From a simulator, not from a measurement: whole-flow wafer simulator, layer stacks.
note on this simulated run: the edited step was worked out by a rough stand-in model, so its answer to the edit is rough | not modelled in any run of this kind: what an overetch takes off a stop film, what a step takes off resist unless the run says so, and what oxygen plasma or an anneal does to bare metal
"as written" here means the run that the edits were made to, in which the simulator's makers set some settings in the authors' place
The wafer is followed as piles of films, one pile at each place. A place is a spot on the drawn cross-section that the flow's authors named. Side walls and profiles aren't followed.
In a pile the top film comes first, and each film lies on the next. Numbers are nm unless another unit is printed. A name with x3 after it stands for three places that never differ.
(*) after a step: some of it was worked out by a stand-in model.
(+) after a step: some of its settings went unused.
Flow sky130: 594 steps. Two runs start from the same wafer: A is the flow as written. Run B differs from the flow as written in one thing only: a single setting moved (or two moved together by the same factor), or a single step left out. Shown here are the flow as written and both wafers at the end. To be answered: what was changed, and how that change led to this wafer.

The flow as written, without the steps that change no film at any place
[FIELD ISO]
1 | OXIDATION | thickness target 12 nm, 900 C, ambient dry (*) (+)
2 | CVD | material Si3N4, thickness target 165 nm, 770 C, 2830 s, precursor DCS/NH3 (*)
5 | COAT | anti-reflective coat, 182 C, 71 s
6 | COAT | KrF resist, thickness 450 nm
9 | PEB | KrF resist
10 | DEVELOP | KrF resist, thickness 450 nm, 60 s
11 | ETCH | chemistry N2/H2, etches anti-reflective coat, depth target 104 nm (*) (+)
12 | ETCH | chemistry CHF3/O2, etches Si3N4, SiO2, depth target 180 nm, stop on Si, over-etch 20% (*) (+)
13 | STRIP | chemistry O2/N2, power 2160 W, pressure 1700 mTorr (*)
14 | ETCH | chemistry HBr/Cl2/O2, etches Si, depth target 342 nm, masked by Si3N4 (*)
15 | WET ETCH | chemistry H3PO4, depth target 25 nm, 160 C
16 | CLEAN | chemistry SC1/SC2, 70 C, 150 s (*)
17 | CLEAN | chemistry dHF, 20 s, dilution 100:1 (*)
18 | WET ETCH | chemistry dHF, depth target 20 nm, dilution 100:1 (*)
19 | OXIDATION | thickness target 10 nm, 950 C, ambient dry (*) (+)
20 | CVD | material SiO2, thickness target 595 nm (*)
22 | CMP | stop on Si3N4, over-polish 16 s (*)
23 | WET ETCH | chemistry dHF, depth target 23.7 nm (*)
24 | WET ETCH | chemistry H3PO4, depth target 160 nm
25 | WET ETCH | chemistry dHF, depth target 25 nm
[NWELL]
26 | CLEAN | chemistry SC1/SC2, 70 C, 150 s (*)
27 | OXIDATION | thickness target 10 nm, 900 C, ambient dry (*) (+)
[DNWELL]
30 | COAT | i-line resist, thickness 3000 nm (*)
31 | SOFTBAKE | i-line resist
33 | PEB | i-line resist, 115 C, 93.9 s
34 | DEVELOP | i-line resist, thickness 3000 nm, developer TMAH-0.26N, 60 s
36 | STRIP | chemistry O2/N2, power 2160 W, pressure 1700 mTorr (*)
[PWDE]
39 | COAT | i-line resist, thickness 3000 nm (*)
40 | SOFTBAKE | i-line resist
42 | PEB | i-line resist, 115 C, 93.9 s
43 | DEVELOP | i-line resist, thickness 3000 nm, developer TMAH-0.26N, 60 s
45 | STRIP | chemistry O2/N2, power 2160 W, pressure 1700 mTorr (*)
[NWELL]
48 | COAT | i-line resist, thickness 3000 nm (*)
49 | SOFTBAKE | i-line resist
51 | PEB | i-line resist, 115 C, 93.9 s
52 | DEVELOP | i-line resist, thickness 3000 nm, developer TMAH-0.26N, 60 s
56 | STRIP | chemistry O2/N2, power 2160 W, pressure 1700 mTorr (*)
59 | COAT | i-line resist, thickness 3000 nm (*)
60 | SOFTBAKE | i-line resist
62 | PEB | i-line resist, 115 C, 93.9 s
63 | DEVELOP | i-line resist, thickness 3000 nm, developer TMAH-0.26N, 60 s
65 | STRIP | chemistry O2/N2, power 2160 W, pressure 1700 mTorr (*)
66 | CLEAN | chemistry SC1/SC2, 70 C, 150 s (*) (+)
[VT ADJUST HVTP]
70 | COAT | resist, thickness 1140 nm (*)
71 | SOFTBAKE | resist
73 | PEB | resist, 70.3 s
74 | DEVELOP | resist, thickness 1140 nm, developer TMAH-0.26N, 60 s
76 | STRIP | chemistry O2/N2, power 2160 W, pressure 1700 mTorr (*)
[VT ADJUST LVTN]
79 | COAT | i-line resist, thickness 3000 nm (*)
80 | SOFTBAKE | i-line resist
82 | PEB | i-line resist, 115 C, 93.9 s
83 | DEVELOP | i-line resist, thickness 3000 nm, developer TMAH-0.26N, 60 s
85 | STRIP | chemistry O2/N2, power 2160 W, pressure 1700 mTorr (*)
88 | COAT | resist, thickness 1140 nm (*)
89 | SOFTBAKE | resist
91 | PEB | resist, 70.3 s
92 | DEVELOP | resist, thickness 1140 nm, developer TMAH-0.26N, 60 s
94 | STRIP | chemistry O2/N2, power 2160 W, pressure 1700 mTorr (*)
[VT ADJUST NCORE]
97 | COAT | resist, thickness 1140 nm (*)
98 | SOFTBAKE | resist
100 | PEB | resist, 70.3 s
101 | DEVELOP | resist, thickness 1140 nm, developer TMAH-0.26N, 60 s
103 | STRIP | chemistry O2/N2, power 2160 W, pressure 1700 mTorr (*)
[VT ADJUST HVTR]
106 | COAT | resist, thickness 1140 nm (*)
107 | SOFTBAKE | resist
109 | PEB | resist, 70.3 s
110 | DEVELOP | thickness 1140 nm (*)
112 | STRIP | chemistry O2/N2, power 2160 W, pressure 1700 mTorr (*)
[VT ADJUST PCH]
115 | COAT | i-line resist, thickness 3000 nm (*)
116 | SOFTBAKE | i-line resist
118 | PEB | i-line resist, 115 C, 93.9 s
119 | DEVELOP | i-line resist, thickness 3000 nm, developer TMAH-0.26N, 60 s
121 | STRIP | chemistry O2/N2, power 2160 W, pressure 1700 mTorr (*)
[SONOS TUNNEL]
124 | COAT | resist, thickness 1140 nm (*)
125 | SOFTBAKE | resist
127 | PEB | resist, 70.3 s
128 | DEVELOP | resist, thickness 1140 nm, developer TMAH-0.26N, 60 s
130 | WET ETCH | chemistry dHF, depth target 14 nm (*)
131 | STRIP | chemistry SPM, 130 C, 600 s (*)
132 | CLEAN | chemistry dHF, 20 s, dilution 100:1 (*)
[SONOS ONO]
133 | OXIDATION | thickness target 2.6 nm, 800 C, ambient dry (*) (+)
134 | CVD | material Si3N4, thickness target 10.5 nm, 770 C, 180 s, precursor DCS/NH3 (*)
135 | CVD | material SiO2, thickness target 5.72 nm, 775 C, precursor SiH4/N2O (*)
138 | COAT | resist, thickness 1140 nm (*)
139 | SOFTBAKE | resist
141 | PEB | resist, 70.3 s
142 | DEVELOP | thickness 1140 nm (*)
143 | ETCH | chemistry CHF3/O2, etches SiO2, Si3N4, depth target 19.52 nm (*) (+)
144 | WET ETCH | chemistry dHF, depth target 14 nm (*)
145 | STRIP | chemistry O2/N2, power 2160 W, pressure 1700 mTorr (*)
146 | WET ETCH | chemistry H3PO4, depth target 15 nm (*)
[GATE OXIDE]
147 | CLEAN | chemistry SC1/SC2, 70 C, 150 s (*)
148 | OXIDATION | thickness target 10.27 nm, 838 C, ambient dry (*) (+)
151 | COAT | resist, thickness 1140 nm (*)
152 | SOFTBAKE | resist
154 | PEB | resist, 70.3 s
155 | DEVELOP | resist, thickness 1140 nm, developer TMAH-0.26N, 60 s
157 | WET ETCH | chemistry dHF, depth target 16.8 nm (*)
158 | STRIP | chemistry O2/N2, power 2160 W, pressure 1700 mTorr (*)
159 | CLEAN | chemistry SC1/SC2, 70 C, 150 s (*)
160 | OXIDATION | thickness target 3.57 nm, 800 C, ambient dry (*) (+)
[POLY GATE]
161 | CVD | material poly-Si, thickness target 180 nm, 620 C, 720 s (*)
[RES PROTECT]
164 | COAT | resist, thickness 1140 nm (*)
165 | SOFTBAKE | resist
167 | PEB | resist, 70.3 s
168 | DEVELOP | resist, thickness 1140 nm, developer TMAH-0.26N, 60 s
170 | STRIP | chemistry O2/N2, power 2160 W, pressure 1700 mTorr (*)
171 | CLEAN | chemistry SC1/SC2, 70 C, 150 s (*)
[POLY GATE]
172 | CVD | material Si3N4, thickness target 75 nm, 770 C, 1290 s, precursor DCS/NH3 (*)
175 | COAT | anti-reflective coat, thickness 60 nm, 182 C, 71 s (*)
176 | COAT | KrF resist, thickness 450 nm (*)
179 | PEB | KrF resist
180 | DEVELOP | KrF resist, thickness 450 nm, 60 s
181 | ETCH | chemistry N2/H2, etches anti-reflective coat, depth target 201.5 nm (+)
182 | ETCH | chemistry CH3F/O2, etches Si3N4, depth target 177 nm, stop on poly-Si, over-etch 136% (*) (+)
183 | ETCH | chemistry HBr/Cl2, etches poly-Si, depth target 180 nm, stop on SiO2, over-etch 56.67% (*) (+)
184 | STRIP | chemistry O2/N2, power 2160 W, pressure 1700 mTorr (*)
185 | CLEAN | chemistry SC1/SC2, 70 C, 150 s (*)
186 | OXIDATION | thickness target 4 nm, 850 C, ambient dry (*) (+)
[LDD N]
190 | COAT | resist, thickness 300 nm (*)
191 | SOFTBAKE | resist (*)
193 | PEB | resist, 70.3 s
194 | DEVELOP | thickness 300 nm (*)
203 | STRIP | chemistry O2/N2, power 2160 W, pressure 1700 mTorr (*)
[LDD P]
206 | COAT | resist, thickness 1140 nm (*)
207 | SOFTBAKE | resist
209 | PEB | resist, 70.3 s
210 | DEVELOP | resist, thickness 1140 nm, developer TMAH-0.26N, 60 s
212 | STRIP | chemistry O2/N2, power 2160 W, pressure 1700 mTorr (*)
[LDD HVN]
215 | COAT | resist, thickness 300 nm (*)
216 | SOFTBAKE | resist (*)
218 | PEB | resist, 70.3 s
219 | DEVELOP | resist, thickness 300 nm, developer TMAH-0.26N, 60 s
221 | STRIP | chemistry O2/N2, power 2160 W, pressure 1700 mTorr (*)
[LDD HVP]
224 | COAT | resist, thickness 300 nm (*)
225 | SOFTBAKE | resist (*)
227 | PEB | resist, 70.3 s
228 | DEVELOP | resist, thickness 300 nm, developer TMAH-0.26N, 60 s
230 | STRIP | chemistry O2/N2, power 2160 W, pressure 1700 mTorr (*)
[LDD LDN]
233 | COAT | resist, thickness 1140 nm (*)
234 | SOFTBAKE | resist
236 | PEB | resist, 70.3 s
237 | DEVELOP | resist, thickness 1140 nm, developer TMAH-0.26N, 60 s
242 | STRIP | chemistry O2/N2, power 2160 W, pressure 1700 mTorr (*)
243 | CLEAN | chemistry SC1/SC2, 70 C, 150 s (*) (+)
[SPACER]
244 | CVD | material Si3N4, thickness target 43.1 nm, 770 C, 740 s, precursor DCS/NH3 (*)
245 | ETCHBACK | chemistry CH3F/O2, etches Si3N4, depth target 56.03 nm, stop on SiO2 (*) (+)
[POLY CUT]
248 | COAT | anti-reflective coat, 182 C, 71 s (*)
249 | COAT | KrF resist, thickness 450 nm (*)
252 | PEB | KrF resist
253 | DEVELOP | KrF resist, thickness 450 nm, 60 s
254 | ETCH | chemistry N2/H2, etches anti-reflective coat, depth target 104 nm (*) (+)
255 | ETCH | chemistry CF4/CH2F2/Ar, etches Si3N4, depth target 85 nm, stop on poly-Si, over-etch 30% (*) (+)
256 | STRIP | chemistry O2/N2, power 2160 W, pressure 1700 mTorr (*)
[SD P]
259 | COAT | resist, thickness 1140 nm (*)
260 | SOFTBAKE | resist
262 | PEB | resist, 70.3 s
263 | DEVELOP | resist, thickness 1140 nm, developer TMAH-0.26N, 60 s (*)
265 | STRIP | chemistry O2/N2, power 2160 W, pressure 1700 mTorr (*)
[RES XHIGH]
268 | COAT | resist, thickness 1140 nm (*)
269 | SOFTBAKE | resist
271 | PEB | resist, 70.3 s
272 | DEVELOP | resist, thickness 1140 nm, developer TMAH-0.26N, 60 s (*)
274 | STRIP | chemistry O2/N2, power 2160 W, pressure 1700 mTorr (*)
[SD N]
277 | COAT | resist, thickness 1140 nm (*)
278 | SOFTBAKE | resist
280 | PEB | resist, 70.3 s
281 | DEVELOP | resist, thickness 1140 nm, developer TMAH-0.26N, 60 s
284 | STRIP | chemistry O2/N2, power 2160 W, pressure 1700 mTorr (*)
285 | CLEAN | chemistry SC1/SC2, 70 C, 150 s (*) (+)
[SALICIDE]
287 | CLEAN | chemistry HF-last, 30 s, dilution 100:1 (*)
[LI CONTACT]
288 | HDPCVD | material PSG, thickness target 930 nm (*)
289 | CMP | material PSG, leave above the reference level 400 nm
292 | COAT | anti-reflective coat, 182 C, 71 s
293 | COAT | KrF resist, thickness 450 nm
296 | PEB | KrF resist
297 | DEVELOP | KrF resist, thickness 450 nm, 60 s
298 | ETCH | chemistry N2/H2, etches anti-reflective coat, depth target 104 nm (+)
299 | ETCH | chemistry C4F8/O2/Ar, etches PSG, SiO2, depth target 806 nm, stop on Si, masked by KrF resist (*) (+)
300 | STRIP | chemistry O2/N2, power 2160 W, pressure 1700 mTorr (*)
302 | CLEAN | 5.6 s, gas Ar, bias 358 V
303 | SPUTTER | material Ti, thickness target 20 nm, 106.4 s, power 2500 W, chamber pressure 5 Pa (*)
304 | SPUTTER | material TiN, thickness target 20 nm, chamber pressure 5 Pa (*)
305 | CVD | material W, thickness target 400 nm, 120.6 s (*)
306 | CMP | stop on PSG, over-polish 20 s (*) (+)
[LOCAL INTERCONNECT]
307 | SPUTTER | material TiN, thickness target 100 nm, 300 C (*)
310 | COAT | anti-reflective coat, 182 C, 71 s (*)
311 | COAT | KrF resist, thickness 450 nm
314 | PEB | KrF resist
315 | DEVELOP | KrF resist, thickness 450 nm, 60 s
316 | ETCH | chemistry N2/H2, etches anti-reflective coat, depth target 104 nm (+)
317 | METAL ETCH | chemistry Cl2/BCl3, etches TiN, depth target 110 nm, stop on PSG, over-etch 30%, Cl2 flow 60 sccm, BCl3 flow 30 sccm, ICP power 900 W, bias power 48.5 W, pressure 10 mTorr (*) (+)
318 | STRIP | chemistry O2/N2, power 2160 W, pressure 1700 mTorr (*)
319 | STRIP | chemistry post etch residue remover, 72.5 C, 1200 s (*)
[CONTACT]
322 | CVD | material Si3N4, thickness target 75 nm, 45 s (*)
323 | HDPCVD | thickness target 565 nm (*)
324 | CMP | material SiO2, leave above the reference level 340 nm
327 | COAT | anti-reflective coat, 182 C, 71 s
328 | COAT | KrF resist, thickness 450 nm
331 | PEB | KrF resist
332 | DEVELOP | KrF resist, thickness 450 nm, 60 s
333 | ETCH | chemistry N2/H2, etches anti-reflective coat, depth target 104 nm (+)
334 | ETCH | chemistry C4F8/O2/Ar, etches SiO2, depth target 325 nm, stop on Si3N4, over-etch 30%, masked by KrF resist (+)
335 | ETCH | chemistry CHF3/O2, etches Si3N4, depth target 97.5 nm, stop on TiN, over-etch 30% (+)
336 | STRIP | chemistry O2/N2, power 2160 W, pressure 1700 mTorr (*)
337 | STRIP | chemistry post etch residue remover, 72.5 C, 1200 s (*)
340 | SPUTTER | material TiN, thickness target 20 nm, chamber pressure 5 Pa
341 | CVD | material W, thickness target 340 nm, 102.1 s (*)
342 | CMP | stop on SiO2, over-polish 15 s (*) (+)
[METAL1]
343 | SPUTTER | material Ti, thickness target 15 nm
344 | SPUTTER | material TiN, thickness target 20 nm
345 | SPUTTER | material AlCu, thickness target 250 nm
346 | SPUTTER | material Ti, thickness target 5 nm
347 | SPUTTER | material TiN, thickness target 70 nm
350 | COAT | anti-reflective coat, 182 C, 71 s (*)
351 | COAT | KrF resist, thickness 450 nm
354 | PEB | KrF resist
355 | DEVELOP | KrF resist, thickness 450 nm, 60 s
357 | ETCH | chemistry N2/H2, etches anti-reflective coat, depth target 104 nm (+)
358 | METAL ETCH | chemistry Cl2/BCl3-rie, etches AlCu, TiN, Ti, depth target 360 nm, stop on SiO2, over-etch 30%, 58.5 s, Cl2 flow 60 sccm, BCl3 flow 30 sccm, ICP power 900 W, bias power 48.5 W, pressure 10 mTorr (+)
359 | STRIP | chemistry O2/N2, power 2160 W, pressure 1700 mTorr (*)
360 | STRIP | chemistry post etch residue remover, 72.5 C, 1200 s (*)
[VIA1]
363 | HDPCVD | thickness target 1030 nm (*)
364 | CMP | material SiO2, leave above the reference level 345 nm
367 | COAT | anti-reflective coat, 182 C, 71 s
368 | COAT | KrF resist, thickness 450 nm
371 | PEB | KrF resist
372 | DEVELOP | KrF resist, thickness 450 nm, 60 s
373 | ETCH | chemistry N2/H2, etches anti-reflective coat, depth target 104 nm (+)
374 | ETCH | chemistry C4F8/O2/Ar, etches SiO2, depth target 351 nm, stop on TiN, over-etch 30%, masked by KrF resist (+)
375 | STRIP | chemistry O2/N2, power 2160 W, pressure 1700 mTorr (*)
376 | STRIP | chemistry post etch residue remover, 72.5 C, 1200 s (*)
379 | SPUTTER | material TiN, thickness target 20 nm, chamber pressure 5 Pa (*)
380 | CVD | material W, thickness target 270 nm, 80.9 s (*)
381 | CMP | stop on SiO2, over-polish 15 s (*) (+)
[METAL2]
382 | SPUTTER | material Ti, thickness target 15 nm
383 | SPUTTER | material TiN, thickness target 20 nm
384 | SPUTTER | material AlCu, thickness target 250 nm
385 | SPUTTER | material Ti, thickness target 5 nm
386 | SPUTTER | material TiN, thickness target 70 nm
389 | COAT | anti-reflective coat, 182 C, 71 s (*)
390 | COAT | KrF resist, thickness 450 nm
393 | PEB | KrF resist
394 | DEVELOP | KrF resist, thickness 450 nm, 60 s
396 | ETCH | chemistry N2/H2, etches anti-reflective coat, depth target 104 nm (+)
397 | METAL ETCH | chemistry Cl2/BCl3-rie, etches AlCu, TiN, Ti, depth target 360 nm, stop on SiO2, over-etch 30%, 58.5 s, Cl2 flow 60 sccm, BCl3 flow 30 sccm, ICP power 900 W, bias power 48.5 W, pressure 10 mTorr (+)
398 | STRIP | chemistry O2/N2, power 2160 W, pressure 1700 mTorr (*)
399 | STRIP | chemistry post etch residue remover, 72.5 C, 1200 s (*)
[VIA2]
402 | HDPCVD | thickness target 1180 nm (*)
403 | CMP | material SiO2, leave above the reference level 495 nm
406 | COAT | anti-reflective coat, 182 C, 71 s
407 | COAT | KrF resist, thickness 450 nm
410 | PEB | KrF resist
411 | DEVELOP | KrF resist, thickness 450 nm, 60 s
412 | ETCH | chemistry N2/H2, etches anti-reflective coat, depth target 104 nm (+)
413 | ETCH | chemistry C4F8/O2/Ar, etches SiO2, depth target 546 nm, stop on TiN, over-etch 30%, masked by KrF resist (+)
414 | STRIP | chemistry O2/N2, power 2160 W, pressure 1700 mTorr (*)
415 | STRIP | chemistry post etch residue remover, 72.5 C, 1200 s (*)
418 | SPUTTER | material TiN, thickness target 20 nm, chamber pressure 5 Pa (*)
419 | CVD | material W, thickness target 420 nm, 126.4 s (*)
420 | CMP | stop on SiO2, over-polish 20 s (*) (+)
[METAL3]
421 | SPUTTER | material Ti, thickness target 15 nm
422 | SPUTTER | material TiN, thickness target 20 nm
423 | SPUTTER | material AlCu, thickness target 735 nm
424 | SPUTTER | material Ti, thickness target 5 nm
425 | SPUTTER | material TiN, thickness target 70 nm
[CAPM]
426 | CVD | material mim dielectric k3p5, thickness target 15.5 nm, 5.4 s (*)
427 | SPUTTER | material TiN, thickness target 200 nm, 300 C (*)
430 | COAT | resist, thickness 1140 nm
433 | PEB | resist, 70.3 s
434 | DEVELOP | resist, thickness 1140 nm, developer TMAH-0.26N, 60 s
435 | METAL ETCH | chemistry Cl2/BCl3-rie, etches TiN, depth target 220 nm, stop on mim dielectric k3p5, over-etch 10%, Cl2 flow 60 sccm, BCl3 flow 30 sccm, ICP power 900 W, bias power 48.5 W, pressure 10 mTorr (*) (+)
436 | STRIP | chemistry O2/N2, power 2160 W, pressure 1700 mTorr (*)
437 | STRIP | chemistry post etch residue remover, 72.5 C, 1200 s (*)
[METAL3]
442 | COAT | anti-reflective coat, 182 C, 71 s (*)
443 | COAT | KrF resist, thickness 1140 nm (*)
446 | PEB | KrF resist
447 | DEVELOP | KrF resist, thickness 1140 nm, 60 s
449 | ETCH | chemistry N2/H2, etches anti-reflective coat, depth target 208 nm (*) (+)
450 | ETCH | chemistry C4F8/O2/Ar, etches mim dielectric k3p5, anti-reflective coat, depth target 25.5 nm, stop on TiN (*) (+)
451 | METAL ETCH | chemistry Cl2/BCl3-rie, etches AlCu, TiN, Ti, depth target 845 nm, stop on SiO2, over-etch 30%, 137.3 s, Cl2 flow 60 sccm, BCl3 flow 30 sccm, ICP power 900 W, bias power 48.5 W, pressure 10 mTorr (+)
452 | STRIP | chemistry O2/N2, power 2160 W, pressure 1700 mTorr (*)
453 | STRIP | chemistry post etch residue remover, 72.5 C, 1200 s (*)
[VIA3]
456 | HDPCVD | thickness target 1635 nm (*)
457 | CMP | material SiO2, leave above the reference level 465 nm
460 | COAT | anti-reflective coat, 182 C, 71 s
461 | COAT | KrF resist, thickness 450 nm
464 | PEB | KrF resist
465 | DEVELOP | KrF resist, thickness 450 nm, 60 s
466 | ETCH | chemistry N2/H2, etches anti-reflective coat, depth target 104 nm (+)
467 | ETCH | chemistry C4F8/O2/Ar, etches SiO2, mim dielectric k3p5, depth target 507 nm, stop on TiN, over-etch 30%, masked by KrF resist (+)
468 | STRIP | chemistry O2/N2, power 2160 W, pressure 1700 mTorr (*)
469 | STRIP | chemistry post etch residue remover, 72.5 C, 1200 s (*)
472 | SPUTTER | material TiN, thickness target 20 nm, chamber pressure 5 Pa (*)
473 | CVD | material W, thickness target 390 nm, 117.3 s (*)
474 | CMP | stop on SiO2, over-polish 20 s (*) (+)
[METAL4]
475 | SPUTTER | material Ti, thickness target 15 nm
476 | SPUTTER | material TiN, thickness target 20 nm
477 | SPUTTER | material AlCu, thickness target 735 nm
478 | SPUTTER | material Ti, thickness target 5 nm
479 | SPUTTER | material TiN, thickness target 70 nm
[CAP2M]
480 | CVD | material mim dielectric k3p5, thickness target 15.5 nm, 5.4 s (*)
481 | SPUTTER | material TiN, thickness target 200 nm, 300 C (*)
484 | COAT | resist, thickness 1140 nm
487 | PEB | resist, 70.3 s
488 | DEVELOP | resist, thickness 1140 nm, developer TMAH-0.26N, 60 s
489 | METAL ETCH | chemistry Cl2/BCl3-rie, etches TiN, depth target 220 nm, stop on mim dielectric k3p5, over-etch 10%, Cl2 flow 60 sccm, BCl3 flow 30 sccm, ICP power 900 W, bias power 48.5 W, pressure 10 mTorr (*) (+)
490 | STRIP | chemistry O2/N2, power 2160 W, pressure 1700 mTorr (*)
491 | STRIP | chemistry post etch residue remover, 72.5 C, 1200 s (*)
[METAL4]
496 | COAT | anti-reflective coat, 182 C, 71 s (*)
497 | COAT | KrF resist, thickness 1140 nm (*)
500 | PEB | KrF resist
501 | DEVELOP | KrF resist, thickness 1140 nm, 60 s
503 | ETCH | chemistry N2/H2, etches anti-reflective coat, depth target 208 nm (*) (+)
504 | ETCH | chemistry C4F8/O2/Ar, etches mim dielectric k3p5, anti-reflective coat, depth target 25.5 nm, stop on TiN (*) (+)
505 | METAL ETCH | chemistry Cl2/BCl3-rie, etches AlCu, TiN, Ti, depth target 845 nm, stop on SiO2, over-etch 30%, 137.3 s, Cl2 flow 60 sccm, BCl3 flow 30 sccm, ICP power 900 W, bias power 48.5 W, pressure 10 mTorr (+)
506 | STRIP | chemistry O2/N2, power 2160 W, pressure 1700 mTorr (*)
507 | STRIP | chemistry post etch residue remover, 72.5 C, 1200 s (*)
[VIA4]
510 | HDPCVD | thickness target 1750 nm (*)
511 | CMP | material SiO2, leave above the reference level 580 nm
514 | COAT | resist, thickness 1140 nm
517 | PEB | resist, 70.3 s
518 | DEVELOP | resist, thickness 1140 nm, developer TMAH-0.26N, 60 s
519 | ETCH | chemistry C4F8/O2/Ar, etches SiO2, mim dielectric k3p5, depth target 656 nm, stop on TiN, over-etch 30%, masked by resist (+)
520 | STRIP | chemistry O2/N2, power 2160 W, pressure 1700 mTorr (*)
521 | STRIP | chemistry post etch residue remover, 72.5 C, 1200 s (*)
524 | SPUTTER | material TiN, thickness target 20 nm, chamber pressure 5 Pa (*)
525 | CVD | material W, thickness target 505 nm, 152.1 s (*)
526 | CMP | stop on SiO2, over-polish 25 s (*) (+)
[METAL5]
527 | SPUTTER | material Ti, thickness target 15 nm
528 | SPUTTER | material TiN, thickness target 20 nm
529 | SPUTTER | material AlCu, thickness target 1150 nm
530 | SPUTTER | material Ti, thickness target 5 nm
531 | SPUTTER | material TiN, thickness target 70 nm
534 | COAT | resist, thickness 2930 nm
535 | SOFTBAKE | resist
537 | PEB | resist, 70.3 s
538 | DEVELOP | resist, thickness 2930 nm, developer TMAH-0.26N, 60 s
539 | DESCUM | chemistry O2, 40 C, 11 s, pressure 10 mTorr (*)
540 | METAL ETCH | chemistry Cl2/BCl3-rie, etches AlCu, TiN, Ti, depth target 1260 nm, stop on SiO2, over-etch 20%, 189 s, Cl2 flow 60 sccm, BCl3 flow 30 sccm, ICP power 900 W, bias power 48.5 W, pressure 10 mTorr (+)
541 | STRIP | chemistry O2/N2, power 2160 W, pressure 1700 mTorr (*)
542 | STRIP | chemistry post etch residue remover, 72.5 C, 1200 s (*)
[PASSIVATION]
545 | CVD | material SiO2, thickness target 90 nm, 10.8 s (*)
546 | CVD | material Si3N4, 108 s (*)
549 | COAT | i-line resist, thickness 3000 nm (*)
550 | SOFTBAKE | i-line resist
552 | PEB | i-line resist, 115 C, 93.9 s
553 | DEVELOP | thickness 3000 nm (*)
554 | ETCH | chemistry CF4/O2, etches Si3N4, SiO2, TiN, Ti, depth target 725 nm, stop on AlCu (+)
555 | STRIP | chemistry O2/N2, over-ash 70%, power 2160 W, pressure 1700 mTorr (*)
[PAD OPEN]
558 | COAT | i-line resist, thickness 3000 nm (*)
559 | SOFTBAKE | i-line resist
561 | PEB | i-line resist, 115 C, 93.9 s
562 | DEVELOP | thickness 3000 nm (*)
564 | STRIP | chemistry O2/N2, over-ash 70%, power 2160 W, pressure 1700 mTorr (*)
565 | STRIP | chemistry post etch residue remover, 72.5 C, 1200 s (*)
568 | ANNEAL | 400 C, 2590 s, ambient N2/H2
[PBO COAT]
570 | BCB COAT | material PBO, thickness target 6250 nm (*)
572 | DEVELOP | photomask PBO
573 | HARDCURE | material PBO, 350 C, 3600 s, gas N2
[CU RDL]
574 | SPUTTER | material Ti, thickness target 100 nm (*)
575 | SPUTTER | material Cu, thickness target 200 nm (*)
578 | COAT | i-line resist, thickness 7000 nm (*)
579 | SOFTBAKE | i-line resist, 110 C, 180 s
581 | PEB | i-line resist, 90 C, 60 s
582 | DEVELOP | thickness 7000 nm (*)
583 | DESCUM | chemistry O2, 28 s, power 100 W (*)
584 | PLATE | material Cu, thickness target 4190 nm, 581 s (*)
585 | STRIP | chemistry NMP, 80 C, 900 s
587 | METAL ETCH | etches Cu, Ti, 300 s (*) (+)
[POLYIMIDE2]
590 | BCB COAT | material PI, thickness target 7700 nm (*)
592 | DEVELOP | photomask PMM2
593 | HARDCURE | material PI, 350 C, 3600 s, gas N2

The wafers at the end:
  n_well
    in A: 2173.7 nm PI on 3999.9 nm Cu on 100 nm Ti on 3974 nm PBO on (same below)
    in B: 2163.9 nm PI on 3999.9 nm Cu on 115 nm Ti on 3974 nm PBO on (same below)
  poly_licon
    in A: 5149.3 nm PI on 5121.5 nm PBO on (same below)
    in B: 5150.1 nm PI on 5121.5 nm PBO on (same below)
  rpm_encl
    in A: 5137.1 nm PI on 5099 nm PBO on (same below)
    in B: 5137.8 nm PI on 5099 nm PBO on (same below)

What caused this: step 574, SPUTTER: thickness target 115 nm was run, though the flow has thickness target 100 nm.
One can read it off the wafer: n_well has Ti 115, and step 574 as written asks for 100 nm.

Step by step, how the change led to this:
  574 | SPUTTER | material Ti, thickness target 100 nm (*)
      field, active, n_well and 190 more: A Ti gains 100 (new film) | B Ti gains 115 (new film)
  587 | METAL ETCH | etches Cu, Ti, 300 s (*) (+)
      field, active, gate and 167 more: A Cu loses 200 (all of it), Ti loses 100 (all of it) | B Cu loses 200 (all of it), Ti loses 115 (all of it)
  590 | BCB COAT | material PI, thickness target 7700 nm (*)
      de16_gate_nw: A PI gains 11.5 um (new film) | B PI gains 11.52 um (new film)
